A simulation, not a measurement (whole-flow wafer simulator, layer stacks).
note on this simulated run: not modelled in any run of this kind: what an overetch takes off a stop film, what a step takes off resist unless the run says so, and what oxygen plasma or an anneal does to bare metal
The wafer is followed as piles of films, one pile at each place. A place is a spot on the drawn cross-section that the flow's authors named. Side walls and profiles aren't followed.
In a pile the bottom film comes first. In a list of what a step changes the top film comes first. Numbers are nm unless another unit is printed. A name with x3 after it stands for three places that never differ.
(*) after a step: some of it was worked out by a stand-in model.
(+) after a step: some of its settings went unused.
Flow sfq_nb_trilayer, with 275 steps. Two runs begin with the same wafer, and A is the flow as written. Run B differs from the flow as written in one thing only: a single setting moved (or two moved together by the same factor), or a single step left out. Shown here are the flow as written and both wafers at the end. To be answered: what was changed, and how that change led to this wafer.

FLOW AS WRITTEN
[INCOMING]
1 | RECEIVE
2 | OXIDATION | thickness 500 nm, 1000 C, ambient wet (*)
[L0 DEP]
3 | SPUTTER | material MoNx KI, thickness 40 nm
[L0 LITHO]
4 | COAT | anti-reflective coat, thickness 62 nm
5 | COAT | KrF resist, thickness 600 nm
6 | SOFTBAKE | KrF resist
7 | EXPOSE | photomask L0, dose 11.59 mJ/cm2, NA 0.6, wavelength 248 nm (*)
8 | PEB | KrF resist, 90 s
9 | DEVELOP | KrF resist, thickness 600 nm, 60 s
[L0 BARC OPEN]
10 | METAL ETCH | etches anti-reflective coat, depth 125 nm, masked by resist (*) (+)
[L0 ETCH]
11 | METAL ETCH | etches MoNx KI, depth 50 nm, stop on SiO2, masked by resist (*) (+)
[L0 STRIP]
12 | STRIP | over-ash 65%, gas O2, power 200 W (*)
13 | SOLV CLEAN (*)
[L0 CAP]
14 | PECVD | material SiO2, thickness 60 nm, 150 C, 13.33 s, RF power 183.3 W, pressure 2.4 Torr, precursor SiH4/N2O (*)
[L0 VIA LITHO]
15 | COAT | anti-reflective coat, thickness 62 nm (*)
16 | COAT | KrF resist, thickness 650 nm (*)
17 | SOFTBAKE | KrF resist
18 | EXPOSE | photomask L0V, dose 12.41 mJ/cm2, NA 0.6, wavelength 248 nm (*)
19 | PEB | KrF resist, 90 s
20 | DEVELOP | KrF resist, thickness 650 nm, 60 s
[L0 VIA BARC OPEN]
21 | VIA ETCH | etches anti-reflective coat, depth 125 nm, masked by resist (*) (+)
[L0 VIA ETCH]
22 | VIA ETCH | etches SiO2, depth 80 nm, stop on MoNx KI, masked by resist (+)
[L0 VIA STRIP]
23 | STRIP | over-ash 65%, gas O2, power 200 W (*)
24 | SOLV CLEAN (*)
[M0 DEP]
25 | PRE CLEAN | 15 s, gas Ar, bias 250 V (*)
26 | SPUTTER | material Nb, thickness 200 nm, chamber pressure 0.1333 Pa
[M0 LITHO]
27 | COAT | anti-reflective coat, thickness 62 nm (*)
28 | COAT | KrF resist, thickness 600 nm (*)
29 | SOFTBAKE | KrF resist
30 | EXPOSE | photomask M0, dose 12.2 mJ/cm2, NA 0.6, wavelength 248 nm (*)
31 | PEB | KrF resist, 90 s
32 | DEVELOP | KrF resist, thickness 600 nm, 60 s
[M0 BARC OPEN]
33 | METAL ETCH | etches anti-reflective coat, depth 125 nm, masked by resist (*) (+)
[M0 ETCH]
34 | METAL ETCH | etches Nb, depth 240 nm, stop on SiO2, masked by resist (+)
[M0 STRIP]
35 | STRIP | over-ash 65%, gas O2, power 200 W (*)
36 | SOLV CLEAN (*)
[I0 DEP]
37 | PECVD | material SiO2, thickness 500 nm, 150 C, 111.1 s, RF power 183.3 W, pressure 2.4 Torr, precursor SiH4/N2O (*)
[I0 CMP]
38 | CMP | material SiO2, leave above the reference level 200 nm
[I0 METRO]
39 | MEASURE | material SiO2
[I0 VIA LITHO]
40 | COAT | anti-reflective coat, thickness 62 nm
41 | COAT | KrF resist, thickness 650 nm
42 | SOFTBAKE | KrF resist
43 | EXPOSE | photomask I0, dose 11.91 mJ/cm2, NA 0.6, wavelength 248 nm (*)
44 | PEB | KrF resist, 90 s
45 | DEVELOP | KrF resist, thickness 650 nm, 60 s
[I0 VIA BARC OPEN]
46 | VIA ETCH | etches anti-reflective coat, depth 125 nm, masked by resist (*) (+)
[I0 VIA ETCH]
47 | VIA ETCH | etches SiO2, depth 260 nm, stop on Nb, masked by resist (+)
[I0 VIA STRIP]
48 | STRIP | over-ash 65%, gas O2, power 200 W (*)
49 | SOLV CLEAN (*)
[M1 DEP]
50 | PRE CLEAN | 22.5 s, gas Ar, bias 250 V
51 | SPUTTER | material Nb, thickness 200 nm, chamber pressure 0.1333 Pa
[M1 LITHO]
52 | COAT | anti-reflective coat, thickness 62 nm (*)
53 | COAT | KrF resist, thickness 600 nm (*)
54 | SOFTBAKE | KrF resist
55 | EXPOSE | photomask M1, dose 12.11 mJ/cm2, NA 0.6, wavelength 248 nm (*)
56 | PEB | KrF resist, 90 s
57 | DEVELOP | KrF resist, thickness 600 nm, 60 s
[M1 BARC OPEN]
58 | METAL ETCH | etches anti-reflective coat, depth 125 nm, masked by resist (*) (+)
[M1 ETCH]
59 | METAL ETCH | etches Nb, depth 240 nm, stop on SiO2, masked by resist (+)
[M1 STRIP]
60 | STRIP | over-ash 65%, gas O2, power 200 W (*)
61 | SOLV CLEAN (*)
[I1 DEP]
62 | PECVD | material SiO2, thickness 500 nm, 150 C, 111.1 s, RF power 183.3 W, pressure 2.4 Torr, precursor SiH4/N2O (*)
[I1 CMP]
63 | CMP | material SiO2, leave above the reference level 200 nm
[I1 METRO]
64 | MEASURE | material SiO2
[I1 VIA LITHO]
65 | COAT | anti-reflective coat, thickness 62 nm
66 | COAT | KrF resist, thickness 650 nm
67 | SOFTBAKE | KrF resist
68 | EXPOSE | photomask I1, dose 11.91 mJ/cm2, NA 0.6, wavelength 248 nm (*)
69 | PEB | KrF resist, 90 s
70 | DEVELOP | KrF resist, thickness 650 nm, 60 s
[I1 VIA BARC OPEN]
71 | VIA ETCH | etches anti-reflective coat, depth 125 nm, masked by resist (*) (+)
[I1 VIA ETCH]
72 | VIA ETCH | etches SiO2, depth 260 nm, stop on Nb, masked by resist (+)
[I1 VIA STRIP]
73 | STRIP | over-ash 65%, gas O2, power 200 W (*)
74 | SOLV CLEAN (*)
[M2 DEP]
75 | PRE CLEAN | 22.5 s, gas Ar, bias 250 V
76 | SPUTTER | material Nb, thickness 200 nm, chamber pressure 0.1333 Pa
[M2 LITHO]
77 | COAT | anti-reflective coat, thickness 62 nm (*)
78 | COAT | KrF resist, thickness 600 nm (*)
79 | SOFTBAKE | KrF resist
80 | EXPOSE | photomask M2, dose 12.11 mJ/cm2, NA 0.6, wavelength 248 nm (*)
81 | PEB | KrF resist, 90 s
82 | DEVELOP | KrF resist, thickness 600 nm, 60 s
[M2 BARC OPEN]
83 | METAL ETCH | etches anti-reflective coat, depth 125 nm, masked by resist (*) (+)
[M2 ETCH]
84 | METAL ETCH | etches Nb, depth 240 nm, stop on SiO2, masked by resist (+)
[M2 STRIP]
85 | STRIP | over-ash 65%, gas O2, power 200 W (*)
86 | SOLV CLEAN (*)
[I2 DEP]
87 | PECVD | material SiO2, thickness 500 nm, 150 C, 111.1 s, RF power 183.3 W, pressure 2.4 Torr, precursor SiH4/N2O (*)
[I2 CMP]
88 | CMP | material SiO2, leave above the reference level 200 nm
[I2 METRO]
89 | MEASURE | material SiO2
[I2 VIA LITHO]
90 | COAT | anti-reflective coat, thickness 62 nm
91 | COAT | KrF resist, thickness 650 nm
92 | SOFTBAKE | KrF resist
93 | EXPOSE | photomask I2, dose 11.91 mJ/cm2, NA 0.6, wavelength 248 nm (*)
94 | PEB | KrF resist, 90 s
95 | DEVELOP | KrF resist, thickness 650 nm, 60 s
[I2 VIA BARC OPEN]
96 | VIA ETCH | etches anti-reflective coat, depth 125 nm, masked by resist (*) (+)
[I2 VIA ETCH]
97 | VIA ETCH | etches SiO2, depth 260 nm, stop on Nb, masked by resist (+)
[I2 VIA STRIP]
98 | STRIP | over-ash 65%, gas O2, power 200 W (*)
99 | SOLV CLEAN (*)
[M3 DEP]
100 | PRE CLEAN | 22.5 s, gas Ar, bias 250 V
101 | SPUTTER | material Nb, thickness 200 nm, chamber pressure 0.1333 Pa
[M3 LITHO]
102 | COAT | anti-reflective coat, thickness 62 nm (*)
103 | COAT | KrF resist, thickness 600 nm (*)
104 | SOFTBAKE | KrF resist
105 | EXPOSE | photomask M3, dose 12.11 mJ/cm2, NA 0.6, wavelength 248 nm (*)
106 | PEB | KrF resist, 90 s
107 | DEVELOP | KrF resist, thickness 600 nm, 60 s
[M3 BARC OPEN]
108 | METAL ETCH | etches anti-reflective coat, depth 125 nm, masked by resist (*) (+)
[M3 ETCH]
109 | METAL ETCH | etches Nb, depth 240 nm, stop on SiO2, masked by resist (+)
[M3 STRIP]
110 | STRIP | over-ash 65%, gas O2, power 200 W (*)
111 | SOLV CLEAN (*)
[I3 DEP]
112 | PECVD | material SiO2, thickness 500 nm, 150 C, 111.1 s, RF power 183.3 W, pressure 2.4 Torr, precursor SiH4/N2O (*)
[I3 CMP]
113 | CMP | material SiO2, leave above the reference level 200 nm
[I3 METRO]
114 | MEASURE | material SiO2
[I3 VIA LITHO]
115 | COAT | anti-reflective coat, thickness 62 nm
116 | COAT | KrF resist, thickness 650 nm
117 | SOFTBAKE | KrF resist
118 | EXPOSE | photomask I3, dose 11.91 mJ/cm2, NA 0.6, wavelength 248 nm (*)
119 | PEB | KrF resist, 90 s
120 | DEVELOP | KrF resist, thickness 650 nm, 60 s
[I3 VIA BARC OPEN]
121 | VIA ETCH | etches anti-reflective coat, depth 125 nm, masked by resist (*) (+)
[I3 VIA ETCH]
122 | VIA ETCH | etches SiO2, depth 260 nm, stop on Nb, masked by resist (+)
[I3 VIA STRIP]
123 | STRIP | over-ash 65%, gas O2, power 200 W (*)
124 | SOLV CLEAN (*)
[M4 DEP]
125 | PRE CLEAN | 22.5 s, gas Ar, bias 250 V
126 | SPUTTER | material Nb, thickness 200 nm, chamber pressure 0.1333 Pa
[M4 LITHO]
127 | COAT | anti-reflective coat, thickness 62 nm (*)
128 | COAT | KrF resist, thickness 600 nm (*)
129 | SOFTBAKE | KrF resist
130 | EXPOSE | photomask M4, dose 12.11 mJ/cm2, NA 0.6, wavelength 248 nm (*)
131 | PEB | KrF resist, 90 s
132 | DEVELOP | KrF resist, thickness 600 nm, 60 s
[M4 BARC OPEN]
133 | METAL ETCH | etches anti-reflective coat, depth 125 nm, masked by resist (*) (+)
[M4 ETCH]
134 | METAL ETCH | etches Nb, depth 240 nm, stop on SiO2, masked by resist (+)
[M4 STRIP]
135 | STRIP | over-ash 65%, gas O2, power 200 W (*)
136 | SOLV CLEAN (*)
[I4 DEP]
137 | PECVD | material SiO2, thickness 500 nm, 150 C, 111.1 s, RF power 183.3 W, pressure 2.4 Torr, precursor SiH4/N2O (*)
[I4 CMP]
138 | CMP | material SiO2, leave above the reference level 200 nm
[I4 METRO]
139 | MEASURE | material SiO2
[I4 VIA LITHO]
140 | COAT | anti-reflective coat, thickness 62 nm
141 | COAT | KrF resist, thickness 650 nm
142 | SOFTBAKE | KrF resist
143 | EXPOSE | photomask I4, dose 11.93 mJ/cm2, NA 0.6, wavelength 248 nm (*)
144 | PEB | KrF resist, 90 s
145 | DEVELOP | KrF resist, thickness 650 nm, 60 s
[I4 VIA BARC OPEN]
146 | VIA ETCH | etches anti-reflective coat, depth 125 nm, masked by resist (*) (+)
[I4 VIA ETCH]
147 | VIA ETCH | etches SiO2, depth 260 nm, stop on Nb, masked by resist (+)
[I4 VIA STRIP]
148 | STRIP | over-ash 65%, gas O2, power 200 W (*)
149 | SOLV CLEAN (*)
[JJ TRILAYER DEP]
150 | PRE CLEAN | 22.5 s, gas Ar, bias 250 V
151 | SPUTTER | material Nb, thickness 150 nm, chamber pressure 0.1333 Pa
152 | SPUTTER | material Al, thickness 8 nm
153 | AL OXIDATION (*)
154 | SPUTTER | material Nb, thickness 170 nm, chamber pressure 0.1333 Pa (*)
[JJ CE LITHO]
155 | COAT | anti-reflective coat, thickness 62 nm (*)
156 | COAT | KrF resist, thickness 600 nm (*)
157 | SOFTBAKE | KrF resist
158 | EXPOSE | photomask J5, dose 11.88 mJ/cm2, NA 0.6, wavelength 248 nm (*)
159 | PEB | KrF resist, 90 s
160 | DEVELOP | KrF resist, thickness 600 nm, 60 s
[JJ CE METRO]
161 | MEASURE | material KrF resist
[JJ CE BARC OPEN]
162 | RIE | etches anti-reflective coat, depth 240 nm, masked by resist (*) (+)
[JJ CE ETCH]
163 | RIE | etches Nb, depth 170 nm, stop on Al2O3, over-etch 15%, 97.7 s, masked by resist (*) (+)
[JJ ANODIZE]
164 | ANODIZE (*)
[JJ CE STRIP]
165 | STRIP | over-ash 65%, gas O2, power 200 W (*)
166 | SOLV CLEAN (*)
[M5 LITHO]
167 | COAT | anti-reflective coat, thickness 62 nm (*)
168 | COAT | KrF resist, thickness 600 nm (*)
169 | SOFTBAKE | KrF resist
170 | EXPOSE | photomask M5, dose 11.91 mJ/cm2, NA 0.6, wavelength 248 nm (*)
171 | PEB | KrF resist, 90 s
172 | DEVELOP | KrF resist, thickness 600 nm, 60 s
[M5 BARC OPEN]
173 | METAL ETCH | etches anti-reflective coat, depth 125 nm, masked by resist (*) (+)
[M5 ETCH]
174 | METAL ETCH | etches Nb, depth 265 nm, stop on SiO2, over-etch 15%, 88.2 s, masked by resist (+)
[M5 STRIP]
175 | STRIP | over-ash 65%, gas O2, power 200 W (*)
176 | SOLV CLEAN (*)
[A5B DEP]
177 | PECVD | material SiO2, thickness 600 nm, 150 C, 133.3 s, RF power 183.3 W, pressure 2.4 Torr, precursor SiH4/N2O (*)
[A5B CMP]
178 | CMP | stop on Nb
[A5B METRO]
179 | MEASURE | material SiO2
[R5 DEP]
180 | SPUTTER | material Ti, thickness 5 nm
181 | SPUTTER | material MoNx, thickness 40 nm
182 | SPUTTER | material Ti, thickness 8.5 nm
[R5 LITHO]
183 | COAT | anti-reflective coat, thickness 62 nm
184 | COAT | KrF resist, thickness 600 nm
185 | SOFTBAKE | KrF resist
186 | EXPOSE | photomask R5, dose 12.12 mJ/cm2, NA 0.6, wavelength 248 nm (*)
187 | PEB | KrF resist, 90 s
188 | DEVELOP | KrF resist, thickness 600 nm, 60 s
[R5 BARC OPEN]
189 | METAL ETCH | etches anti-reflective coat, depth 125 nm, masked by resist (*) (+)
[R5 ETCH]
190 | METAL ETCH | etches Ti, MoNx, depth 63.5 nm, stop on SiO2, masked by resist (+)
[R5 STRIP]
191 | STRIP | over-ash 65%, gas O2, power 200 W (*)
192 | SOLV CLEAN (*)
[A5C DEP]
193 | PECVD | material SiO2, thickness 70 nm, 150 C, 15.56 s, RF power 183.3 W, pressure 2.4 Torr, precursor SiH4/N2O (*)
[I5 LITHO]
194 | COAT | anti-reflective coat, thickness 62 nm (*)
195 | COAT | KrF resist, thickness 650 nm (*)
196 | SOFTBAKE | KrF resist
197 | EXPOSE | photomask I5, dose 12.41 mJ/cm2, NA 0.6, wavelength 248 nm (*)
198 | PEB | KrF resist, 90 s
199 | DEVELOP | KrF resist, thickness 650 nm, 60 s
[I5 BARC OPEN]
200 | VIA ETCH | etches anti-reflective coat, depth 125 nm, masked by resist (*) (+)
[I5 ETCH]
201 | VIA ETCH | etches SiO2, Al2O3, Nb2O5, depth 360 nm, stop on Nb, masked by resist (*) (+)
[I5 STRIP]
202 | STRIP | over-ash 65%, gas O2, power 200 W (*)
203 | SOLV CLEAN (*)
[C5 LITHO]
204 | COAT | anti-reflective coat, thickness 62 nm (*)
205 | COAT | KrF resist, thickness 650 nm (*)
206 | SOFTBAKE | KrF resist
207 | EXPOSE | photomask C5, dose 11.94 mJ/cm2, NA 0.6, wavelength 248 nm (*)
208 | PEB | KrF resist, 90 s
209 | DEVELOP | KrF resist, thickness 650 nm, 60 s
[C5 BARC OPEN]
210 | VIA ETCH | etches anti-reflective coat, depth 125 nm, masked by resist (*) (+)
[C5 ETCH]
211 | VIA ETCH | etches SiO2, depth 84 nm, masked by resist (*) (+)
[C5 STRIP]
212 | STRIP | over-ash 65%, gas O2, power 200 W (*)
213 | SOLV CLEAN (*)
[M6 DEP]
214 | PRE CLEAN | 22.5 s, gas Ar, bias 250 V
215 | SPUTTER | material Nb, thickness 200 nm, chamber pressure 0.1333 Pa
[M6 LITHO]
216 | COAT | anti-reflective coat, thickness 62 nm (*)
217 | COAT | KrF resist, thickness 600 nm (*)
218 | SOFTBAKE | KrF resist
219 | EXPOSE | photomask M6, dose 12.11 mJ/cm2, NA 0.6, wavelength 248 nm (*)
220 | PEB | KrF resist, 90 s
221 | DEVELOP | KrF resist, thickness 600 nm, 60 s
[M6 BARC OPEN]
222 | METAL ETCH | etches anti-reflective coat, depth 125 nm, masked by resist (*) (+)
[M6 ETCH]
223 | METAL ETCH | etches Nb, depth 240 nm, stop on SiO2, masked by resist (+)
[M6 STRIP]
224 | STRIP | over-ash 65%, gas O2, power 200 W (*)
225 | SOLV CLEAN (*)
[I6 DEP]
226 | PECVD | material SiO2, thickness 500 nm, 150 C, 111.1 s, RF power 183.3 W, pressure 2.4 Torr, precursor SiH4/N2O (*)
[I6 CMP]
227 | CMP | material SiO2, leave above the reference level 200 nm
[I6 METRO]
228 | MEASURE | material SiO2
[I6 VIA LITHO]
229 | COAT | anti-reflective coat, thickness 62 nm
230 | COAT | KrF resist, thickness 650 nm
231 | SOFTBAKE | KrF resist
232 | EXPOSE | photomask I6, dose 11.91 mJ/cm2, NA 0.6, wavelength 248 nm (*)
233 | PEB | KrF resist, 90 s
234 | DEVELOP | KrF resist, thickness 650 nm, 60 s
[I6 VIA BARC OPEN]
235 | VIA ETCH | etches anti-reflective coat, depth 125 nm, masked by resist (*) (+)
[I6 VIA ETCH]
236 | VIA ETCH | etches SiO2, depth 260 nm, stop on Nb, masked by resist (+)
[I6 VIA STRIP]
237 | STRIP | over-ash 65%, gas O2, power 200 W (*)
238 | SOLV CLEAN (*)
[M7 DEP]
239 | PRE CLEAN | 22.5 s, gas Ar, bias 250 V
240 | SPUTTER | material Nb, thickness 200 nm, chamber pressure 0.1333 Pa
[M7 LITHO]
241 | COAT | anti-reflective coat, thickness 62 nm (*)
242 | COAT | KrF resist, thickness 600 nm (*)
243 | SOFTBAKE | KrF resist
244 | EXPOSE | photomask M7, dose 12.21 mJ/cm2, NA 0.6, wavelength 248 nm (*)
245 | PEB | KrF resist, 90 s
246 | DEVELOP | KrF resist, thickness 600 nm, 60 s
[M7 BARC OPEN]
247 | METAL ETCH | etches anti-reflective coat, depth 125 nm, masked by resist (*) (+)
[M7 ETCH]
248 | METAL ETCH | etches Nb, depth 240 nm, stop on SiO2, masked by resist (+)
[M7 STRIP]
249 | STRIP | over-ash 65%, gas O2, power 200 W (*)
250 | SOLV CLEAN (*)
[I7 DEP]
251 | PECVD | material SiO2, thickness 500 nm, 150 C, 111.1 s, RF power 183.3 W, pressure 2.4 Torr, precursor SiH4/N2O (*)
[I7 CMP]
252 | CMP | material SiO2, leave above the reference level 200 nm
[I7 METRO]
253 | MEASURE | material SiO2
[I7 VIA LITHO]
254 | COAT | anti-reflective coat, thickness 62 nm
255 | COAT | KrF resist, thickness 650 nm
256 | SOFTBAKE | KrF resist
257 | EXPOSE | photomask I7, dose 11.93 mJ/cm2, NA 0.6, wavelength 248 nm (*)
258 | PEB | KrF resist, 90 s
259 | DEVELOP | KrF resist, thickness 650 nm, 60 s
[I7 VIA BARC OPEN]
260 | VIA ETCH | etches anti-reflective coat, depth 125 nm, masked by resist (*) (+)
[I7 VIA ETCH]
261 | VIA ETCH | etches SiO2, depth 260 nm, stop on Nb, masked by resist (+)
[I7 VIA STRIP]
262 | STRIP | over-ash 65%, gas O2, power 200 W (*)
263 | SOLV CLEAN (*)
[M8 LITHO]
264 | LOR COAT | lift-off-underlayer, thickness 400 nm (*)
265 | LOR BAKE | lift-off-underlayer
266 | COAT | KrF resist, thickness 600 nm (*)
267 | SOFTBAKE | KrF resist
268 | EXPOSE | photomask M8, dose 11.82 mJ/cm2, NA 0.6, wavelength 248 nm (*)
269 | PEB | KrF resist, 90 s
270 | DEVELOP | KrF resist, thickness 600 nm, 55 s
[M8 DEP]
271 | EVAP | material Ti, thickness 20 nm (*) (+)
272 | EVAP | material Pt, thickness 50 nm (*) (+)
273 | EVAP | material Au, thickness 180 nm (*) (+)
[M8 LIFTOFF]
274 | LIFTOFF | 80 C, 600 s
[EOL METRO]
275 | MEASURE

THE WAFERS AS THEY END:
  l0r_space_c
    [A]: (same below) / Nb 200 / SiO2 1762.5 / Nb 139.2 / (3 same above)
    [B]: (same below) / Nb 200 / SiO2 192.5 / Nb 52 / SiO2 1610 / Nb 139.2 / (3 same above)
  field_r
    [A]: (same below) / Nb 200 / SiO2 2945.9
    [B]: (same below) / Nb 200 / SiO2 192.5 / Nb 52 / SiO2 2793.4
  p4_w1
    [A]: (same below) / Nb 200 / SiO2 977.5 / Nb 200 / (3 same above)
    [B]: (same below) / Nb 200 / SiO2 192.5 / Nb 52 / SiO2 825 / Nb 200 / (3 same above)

The reason: step 51, SPUTTER: thickness 292 nm was run, while the flow as written has thickness 200 nm.

The path from the change to this, step by step:
  51 | SPUTTER | material Nb, thickness 200 nm, chamber pressure 0.1333 Pa
      field_l, v_sur, via_wl and 102 more: A +200 Nb (new film) | B +292 Nb (new film)
      via_w: A +174.5 Nb | B +256.2 Nb
  52 | COAT | anti-reflective coat, thickness 62 nm (*)
      via_wl: A +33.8 anti-reflective coat (new film) | B +33.1 anti-reflective coat (new film)
      via_wr: A +34.9 anti-reflective coat (new film) | B +34.2 anti-reflective coat (new film)
  59 | METAL ETCH | etches Nb, depth 240 nm, stop on SiO2, masked by resist (+)
      field_l, be, be_sur and 79 more: A -200 Nb (all of it) | B -240 Nb
  60 | STRIP | over-ash 65%, gas O2, power 200 W (*)
      via_wl: A -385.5 KrF resist (all of it), -33.8 anti-reflective coat (all of it) | B -384.9 KrF resist (all of it), -33.1 anti-reflective coat (all of it)
      via_wr: A -384.4 KrF resist (all of it), -34.9 anti-reflective coat (all of it) | B -383.9 KrF resist (all of it), -34.2 anti-reflective coat (all of it)
  62 | PECVD | material SiO2, thickness 500 nm, 150 C, 111.1 s, RF power 183.3 W, pressure 2.4 Torr, precursor SiH4/N2O (*)
      field_l, be, be_sur and 72 more: A +500 SiO2 | B +500 SiO2 (new film)
      lsp_m, ln_m6, lsp_r, l0_sur, l0v: A +494.9 SiO2 | B +493.9 SiO2 (new film)
      (as well as at 3 more places)
  63 | CMP | material SiO2, leave above the reference level 200 nm
      field_l, be, be_sur and 72 more: A -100 SiO2 | B -60 SiO2
      lsp_m, ln_m6, lsp_r, l0_sur, l0v: A -94.9 SiO2 | B -53.9 SiO2
      (as well as at 1 more place)
If metal films that touch count as one body, l0r_space_c has 3 bodies (between them, from the top down: SiO2 1610; SiO2 192.5); the flow as written gives 2 bodies (between them, from the top down: SiO2 1762.5).
If metal films that touch count as one body, field_r has 2 bodies (between them, from the top down: SiO2 192.5); the flow as written gives 1 body.
If metal films that touch count as one body, p4_w1 has 4 bodies (between them, from the top down: SiO2 192.5; SiO2 825; SiO2 192.5); the flow as written gives 3 bodies (between them, from the top down: SiO2 192.5; SiO2 977.5).
